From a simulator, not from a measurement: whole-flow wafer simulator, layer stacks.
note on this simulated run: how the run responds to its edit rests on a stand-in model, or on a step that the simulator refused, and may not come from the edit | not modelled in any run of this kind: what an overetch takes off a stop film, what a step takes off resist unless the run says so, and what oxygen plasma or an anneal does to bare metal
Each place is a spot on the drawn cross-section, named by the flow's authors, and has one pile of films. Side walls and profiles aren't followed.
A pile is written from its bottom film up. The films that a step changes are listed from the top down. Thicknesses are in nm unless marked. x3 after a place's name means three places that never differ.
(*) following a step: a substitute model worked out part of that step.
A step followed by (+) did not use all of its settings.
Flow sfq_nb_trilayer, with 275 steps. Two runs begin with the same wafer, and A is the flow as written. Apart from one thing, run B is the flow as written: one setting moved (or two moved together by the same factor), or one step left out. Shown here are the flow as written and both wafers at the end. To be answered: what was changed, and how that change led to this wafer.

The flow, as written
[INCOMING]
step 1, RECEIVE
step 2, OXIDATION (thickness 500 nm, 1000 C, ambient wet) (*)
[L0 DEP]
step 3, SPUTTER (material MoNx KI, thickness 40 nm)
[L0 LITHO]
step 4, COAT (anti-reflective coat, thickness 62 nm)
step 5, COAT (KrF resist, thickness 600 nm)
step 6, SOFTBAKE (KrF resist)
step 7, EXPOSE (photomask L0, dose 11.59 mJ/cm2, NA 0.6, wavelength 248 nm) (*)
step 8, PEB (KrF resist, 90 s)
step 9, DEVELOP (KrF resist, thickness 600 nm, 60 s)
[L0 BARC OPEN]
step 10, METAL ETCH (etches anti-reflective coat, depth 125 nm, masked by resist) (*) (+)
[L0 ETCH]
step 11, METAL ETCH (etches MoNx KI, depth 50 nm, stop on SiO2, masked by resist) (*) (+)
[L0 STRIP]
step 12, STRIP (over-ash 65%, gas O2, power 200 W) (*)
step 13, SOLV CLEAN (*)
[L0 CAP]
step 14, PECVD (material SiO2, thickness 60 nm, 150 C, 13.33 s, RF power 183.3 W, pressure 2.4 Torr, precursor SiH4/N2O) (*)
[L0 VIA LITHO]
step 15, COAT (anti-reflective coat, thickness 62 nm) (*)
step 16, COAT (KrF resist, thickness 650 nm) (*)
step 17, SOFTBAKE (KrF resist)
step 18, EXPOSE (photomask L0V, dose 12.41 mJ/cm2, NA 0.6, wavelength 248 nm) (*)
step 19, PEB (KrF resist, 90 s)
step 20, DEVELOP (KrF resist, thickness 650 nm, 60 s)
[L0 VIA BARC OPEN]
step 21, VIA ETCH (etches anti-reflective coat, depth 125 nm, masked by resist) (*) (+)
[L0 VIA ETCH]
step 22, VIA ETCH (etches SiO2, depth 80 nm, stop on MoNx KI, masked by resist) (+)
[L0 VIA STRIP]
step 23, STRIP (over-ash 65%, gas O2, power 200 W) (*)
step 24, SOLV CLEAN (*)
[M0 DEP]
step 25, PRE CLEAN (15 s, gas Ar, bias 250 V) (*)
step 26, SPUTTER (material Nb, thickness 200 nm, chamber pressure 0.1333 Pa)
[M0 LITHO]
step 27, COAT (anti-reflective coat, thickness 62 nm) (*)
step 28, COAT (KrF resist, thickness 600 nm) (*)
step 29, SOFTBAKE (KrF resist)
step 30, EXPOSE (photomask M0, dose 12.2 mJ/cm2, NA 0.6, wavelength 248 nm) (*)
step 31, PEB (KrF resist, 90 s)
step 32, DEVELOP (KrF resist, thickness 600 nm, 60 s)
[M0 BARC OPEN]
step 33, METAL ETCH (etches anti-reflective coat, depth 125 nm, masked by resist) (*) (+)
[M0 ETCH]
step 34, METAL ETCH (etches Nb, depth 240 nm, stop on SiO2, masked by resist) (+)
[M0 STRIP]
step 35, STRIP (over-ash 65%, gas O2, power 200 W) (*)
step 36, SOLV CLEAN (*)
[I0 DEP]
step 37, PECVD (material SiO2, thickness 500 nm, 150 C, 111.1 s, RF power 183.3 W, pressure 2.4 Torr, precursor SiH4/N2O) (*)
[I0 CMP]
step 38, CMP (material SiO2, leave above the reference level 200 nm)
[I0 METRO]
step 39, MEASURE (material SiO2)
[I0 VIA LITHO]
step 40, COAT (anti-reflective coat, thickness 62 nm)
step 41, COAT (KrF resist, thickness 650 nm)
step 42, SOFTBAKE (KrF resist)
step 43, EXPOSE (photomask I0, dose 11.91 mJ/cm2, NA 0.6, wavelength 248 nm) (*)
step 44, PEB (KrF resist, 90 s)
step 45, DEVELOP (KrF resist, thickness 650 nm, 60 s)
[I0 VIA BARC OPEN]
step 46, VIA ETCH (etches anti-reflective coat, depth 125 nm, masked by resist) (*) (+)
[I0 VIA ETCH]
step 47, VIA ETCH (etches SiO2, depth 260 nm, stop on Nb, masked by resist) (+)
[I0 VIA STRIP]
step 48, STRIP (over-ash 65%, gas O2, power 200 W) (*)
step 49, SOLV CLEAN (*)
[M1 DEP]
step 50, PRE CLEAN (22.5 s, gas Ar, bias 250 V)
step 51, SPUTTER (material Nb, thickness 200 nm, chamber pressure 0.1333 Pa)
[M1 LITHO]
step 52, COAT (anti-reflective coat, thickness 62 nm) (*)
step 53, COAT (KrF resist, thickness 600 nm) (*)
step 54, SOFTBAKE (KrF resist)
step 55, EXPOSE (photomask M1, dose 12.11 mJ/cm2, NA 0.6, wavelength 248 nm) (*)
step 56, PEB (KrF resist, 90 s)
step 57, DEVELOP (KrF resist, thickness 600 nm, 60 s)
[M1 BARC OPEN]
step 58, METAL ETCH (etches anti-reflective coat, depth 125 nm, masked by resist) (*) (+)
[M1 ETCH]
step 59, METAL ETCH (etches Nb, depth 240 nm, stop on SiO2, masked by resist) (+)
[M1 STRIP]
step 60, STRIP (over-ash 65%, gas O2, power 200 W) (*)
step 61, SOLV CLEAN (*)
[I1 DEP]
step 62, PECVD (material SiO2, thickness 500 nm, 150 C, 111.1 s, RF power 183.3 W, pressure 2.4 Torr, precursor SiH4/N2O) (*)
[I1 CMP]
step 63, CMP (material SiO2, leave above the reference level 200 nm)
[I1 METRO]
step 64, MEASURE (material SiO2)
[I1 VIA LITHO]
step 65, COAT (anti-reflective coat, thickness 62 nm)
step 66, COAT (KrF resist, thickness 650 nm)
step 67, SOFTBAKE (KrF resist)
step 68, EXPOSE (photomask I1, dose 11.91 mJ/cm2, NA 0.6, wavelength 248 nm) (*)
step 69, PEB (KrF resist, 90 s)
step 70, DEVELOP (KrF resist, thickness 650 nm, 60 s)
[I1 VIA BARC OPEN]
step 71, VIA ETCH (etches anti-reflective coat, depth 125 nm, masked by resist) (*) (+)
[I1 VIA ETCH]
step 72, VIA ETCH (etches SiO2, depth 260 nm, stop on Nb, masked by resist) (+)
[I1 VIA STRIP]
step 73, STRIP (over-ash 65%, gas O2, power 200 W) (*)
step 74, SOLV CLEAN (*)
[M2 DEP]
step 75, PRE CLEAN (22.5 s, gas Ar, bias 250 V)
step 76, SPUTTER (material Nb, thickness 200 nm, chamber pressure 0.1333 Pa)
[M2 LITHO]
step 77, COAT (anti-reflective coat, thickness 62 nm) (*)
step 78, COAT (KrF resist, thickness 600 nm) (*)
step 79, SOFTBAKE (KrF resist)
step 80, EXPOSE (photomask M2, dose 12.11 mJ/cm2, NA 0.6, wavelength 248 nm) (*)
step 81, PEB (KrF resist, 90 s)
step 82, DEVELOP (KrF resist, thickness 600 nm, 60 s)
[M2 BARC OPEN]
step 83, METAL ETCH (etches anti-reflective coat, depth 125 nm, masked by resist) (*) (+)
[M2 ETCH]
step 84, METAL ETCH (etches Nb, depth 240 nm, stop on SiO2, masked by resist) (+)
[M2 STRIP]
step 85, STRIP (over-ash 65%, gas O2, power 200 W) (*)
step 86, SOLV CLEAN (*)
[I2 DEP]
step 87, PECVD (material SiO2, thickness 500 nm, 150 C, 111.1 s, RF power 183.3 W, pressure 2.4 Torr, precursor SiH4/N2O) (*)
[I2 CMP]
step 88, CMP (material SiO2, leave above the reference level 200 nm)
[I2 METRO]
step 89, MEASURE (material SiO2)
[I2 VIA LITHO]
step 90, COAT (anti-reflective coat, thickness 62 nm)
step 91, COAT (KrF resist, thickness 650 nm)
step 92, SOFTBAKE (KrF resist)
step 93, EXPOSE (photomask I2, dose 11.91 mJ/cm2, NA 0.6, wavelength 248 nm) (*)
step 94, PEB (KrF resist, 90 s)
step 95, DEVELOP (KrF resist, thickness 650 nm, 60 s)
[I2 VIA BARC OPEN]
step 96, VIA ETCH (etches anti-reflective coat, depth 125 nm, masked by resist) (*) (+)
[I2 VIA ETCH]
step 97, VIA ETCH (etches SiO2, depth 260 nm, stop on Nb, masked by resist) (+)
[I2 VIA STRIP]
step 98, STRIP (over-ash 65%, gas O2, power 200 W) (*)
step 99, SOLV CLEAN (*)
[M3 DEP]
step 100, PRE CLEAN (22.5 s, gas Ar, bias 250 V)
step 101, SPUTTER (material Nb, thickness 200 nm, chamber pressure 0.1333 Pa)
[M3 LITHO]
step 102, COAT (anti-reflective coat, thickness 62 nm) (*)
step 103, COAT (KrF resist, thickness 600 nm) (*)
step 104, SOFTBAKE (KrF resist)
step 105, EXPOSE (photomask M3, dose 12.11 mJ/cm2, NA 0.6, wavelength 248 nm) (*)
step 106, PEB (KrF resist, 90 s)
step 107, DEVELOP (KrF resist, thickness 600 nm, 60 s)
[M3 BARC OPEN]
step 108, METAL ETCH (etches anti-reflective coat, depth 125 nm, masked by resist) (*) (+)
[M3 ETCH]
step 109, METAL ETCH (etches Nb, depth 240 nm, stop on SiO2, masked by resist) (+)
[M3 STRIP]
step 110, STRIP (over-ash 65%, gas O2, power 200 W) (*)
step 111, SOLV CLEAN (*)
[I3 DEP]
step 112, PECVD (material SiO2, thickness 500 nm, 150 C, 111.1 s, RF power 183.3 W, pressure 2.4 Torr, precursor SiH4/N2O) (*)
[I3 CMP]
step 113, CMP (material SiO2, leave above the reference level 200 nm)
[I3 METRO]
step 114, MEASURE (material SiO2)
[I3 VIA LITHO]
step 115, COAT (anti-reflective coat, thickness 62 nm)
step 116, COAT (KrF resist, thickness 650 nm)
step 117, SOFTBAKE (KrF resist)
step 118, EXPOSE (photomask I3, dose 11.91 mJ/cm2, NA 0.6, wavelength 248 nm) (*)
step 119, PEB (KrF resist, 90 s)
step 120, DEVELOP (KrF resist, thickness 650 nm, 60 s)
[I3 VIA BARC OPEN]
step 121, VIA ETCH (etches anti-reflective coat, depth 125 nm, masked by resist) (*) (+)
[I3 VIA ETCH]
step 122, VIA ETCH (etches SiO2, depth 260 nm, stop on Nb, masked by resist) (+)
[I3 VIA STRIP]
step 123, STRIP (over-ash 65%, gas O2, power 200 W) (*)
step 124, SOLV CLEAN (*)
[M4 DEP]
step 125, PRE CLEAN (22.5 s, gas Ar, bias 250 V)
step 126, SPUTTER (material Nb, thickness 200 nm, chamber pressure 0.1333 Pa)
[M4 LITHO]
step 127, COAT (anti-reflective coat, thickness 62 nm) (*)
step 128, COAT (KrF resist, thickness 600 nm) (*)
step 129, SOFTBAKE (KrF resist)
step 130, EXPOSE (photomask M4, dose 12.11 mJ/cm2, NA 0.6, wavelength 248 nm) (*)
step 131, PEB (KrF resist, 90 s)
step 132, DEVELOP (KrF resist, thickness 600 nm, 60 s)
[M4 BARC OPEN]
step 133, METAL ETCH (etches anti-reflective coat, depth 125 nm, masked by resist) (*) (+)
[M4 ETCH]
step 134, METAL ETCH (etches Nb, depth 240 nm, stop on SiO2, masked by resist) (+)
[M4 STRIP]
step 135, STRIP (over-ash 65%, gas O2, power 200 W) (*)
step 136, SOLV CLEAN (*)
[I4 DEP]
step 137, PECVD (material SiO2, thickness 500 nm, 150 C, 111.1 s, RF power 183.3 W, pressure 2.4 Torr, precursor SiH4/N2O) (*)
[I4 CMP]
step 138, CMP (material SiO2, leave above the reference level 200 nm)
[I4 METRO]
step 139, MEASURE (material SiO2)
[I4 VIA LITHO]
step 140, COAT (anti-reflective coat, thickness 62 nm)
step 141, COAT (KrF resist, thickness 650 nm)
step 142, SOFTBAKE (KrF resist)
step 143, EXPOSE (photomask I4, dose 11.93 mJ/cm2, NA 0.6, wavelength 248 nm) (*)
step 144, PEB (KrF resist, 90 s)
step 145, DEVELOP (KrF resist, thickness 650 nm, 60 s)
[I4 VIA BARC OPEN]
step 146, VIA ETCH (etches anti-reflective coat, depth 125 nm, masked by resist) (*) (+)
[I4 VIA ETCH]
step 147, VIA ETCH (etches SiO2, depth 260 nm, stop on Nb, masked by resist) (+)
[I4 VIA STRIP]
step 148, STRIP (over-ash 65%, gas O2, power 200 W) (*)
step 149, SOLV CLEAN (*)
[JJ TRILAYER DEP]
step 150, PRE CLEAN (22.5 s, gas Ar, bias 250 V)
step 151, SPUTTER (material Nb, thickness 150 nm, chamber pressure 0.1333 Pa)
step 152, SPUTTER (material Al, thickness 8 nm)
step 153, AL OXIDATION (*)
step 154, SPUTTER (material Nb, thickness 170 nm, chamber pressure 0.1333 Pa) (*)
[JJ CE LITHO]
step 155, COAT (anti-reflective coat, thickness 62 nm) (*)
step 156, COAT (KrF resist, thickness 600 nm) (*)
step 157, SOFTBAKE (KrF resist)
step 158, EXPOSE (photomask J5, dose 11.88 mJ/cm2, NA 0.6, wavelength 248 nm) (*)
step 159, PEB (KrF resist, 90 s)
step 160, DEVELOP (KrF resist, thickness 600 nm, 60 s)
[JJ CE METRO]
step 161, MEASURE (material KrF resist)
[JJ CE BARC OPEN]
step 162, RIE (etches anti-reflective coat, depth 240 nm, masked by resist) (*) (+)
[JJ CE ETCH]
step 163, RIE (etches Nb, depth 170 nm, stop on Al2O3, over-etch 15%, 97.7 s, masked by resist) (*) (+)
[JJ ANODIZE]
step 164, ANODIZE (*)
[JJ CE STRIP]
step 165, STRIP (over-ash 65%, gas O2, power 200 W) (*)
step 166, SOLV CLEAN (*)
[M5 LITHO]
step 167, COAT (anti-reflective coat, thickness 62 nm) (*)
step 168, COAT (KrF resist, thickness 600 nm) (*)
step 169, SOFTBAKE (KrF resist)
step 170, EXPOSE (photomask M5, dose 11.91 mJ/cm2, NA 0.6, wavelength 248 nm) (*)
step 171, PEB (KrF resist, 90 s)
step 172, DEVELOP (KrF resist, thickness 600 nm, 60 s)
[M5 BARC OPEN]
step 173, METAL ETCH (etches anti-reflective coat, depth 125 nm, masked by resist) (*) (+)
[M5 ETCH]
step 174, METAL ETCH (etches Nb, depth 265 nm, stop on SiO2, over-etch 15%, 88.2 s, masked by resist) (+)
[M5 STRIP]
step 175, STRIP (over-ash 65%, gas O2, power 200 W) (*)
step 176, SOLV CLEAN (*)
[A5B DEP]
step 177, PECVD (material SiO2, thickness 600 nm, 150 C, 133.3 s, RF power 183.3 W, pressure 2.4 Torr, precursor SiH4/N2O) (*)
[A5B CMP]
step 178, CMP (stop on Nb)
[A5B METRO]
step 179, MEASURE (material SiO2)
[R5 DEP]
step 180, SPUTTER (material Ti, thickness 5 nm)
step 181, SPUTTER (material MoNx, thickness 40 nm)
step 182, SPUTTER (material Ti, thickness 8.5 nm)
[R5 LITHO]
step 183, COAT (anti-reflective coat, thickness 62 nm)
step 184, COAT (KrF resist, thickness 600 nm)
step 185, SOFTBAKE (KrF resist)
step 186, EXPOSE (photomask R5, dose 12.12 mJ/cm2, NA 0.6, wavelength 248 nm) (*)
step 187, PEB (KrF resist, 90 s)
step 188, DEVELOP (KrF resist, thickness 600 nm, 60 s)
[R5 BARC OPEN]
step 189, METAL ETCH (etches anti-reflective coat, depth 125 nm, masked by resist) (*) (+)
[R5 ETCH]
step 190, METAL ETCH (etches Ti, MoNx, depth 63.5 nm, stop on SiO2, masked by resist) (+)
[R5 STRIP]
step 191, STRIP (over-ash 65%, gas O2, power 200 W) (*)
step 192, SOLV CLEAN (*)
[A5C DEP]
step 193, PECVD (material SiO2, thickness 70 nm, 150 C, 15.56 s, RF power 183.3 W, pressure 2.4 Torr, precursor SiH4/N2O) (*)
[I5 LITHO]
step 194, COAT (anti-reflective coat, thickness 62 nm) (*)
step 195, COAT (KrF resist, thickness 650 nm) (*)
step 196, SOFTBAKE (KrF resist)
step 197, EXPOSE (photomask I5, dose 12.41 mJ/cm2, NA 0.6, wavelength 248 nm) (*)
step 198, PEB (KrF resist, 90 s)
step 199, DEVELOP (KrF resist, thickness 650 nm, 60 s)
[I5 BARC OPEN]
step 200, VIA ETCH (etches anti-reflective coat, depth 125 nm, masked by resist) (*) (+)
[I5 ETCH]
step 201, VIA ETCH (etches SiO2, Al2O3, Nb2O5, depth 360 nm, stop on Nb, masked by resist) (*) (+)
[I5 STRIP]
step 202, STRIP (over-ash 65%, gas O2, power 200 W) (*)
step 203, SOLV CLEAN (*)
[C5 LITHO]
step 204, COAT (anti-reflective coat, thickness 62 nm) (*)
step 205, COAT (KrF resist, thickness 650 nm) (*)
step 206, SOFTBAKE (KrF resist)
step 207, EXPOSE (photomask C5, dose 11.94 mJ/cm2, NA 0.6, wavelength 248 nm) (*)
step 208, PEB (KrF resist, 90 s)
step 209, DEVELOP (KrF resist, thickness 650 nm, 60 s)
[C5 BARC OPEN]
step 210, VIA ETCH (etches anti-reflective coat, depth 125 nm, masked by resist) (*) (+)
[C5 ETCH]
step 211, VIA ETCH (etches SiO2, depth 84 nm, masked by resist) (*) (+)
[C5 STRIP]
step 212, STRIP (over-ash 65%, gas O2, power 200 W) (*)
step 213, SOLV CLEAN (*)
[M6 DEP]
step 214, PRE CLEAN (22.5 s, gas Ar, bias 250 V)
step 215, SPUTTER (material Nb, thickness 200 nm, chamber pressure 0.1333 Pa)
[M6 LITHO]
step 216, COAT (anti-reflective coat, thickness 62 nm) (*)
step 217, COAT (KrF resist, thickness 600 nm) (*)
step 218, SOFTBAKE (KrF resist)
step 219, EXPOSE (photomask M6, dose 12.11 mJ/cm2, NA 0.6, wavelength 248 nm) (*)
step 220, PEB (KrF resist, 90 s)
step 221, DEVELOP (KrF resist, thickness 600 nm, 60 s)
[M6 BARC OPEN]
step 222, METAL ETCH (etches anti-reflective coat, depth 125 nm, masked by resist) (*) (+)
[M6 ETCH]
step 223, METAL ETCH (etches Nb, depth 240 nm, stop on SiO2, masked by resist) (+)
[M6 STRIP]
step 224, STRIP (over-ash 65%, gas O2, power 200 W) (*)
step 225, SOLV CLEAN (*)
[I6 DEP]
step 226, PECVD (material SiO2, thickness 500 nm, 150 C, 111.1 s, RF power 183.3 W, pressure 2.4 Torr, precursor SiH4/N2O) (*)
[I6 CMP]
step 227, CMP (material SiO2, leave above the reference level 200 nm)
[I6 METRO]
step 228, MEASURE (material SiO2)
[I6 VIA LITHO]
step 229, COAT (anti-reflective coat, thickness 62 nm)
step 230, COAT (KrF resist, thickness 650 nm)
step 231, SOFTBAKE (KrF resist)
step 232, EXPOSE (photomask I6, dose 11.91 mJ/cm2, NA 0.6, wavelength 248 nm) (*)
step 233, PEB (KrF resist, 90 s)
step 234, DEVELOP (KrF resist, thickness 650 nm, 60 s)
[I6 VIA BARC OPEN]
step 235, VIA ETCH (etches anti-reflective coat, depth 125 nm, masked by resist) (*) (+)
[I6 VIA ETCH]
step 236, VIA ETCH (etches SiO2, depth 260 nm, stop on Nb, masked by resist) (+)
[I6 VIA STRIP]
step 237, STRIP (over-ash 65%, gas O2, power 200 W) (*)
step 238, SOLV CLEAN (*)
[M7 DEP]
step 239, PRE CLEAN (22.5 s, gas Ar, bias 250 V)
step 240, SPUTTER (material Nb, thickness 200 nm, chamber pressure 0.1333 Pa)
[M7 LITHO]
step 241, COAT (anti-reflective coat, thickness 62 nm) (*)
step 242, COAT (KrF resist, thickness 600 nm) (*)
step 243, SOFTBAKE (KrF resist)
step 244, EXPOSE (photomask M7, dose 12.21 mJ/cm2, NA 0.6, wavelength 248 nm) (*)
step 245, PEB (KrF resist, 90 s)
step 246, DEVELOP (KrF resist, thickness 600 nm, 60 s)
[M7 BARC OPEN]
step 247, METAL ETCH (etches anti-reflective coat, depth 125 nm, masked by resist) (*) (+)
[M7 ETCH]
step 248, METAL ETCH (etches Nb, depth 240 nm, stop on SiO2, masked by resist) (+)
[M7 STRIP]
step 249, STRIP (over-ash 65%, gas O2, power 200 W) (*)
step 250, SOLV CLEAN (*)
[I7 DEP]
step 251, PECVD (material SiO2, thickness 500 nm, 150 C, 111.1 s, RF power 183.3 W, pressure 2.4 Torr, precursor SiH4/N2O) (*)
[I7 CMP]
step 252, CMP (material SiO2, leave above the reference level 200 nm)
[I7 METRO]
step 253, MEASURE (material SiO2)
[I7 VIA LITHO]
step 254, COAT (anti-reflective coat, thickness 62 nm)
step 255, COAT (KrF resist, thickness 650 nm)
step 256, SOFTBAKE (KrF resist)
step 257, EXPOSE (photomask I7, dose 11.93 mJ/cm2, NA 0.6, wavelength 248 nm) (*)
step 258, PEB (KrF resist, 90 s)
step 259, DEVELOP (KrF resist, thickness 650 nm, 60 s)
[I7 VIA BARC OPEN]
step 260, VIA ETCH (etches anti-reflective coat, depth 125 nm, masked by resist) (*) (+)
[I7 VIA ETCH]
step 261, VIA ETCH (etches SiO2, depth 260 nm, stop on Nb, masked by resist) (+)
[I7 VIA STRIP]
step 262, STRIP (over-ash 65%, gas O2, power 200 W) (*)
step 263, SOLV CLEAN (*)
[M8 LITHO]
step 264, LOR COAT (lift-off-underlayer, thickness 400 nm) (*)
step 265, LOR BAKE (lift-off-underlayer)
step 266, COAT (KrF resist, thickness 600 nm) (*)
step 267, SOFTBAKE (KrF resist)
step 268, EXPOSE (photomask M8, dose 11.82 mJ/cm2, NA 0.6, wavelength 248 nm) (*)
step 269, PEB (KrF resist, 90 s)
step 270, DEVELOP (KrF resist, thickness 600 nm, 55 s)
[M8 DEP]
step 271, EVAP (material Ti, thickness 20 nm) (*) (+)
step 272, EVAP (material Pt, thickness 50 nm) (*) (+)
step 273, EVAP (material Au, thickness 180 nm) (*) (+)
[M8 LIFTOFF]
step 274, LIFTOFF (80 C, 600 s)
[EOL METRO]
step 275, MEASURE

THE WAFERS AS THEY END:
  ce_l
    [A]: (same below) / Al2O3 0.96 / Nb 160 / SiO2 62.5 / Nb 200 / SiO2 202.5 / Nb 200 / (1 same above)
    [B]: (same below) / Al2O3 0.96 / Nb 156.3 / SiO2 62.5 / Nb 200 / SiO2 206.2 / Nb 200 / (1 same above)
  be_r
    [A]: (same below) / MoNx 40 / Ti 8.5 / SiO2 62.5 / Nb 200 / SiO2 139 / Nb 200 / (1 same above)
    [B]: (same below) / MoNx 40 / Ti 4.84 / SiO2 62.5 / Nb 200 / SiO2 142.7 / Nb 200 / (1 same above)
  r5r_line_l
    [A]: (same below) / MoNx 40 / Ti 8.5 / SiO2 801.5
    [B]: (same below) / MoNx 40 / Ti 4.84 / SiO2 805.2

What caused this: step 182, SPUTTER: thickness 4.84 nm was run, whereas the flow has thickness 8.5 nm.
One can read it off the wafer: be_r has Ti 4.84, and step 182 as written asks for 8.5 nm.

How this came from the change, step by step:
  step 182, SPUTTER (material Ti, thickness 8.5 nm)
      field_l, v_sur, via_wl and 103 more: A +8.5 Ti (new film) | B +4.84 Ti (new film)
  step 190, METAL ETCH (etches Ti, MoNx, depth 63.5 nm, stop on SiO2, masked by resist) (+)
      field_l, v_sur, via_wl and 92 more: A -8.5 Ti (all of it), -40 MoNx (all of it), -5 Ti (all of it) | B -4.84 Ti (all of it), -40 MoNx (all of it), -5 Ti (all of it)
      ce_l, c5j, ce_r, wl_jj: A -8.5 Ti (all of it), -40 MoNx (all of it), -5 Ti (all of it), -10 Nb | B -4.84 Ti (all of it), -40 MoNx (all of it), -5 Ti (all of it), -13.7 Nb
  step 194, COAT (anti-reflective coat, thickness 62 nm) (*)
      ce_l: A +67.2 anti-reflective coat (new film) | B +68.8 anti-reflective coat (new film)
      ce_r: A +68.1 anti-reflective coat (new film) | B +69.6 anti-reflective coat (new film)
      (as well as at 1 more place)
  step 202, STRIP (over-ash 65%, gas O2, power 200 W) (*)
      ce_l: A -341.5 KrF resist (all of it), -67.2 anti-reflective coat (all of it) | B -342.5 KrF resist (all of it), -68.8 anti-reflective coat (all of it)
      ce_r: A -346.1 KrF resist (all of it), -68.1 anti-reflective coat (all of it) | B -346.7 KrF resist (all of it), -69.6 anti-reflective coat (all of it)
      (as well as at 1 more place)
  step 204, COAT (anti-reflective coat, thickness 62 nm) (*)
      ce_l: A +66 anti-reflective coat (new film) | B +67.6 anti-reflective coat (new film)
      ce_r: A +67.2 anti-reflective coat (new film) | B +68.7 anti-reflective coat (new film)
      (as well as at 1 more place)
  step 212, STRIP (over-ash 65%, gas O2, power 200 W) (*)
      ce_l: A -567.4 KrF resist (all of it), -66 anti-reflective coat (all of it) | B -568.1 KrF resist (all of it), -67.6 anti-reflective coat (all of it)
      ce_r: A -573.7 KrF resist (all of it), -67.2 anti-reflective coat (all of it) | B -574.1 KrF resist (all of it), -68.7 anti-reflective coat (all of it)
      (as well as at 1 more place)
  step 216, COAT (anti-reflective coat, thickness 62 nm) (*)
      r5r_spacepad_l, r5r_spacepad_r: A +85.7 anti-reflective coat (new film) | B +83.9 anti-reflective coat (new film)
      ce_l: A +48 anti-reflective coat (new film) | B +49.1 anti-reflective coat (new film)
      (as well as at 2 more places)
  step 222, METAL ETCH (etches anti-reflective coat, depth 125 nm, masked by resist) (*) (+)
      r5r_spacepad_l, r5r_spacepad_r: A -85.7 anti-reflective coat (all of it) | B -83.9 anti-reflective coat (all of it)
  step 224, STRIP (over-ash 65%, gas O2, power 200 W) (*)
      ce_l: A -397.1 KrF resist (all of it), -48 anti-reflective coat (all of it) | B -398.5 KrF resist (all of it), -49.1 anti-reflective coat (all of it)
      ce_r: A -403.5 KrF resist (all of it), -48.8 anti-reflective coat (all of it) | B -404.5 KrF resist (all of it), -49.9 anti-reflective coat (all of it)
      (as well as at 1 more place)
  step 227, CMP (material SiO2, leave above the reference level 200 nm)
      r5r_line_l, r5r_line_c, r5r_line_r: A -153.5 SiO2 | B -149.8 SiO2
      r5r_spacepad_l, r5r_spacepad_r: A -153.5 SiO2 | B -147.3 SiO2
